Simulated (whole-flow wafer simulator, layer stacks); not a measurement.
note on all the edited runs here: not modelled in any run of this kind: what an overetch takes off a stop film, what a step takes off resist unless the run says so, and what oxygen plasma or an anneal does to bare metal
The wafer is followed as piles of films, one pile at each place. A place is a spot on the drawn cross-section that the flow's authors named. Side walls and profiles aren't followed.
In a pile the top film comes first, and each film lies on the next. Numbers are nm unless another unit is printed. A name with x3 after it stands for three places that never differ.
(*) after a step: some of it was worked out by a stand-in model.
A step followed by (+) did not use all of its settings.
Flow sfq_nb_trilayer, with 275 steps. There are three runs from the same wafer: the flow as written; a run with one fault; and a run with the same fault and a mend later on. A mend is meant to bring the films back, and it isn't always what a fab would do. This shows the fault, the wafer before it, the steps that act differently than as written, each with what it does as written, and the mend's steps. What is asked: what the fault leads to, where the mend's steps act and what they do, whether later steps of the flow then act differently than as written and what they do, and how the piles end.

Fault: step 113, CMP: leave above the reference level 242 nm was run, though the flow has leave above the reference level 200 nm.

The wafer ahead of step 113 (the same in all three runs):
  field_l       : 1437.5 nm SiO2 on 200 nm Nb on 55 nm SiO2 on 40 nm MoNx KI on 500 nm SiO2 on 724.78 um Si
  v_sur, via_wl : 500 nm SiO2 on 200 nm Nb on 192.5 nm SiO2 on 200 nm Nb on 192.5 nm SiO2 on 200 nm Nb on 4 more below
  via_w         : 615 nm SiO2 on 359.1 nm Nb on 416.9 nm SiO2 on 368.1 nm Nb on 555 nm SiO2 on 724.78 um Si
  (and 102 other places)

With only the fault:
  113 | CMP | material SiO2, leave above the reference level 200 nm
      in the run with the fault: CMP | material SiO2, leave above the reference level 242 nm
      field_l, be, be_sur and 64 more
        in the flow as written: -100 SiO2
        in the run with the fault: -58 SiO2
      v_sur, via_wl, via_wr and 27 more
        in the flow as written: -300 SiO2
        in the run with the fault: -258 SiO2
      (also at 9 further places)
  Steps further on in the flow that do not act as written (3 more steps, not shown, differ only slightly: by at most 2% or 0.5 nm, whichever is larger):
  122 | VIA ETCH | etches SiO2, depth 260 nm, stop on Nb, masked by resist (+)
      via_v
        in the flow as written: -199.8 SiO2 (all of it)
        in the run with the fault: -241.8 SiO2 (all of it)
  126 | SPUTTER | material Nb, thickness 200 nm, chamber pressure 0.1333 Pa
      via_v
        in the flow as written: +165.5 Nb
        in the run with the fault: +156.6 Nb
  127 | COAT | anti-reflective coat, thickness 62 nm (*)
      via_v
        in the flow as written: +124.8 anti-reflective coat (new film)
        in the run with the fault: +133.8 anti-reflective coat (new film)
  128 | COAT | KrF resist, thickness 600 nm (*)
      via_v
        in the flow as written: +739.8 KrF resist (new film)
        in the run with the fault: +774.7 KrF resist (new film)
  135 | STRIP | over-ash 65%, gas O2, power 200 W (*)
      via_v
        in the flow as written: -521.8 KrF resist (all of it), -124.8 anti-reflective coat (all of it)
        in the run with the fault: -556.7 KrF resist (all of it), -133.8 anti-reflective coat (all of it)
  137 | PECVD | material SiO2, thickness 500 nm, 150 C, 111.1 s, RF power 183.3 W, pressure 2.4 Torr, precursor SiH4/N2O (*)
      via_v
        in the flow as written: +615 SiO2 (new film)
        in the run with the fault: +666 SiO2 (new film)
  The piles end different from the flow's at v_sur, via_wl, via_w and 74 more by more than 2% or 0.5 nm, whichever is larger.
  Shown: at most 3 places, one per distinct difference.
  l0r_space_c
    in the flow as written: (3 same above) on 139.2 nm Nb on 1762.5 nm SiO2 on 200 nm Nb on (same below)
    in the run with the fault: (3 same above) on 139.2 nm Nb on 1804.5 nm SiO2 on 200 nm Nb on (same below)
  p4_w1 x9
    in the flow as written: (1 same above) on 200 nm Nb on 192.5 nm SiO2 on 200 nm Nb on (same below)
    in the run with the fault: (1 same above) on 200 nm Nb on 234.5 nm SiO2 on 200 nm Nb on (same below)
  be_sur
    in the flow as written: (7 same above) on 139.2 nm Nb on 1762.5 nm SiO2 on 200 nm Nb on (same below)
    in the run with the fault: (7 same above) on 139.2 nm Nb on 1804.5 nm SiO2 on 200 nm Nb on (same below)

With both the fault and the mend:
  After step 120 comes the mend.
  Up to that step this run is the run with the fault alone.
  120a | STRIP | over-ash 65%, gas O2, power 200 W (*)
      field_l, v_sur, via_wl and 102 more
        -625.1 KrF resist (all of it), -62 anti-reflective coat (all of it)
      via_v
        -62 anti-reflective coat (all of it)
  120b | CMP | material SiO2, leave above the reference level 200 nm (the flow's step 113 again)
      field_l, v_sur, via_wl and 103 more
        -42 SiO2
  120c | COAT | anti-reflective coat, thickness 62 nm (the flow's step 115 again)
      field_l, v_sur, via_wl and 103 more
        +62 anti-reflective coat (new film)
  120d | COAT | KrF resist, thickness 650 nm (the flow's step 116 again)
      field_l, v_sur, via_wl and 103 more
        +650 KrF resist (new film)
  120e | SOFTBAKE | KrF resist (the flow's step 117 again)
      alters no film at any place that is followed
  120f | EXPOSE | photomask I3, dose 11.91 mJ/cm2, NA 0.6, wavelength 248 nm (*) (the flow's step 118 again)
      alters no film at any place that is followed
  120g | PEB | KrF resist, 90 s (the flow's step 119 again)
      field_l, v_sur, via_wl and 103 more
        -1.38 KrF resist
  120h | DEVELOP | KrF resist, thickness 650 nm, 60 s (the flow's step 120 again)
      field_l, v_sur, via_wl and 102 more
        -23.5 KrF resist
      via_v
        -648.6 KrF resist (all of it)
  Every later step of the flow that is run acts as written at every place that is followed.
  By the end, the piles equal the flow's at every place that both follow.
